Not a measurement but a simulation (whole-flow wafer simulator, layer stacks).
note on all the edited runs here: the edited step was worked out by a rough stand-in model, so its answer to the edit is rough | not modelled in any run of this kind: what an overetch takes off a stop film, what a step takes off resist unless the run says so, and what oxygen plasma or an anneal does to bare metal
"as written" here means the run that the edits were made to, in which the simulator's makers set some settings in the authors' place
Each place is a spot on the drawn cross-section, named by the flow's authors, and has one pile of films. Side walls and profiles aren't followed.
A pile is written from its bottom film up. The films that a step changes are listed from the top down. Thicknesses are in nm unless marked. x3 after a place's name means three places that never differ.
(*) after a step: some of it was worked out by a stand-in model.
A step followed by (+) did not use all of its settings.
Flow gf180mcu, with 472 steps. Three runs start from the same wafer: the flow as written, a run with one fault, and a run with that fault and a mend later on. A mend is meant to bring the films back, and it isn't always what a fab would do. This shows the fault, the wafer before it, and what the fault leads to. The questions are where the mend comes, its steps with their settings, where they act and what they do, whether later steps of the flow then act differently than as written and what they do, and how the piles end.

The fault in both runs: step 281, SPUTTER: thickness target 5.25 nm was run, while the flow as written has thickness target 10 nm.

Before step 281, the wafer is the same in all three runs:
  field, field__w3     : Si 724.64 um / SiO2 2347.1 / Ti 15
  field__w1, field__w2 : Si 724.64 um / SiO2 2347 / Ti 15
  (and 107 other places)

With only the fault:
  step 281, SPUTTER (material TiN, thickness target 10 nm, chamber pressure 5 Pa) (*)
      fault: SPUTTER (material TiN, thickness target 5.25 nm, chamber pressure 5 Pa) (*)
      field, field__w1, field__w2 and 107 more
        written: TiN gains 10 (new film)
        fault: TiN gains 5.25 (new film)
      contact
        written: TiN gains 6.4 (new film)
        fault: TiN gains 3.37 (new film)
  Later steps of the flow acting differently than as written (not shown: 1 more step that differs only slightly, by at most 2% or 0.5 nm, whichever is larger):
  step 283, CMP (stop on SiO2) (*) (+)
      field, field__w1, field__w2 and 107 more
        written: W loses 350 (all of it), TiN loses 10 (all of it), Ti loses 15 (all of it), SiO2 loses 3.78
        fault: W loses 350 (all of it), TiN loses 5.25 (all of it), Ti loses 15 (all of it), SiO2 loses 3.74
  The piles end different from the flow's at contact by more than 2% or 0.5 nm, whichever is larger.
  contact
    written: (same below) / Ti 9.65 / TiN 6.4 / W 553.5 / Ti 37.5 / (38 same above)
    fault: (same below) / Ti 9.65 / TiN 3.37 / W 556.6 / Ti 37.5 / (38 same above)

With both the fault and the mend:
  The mend stands after step 281.
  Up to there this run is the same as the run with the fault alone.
  step 281a, SPUTTER (material TiN, thickness target 4.75 nm, chamber pressure 5 Pa) (*) (a further turn of the flow's step 281, with different settings)
      field, field__w1, field__w2 and 107 more
        TiN gains 4.75
      contact
        TiN gains 3.04
  None of the later steps of the flow acts differently than as written at any place that is followed.
  By the end, the piles equal the flow's at every place that both follow.
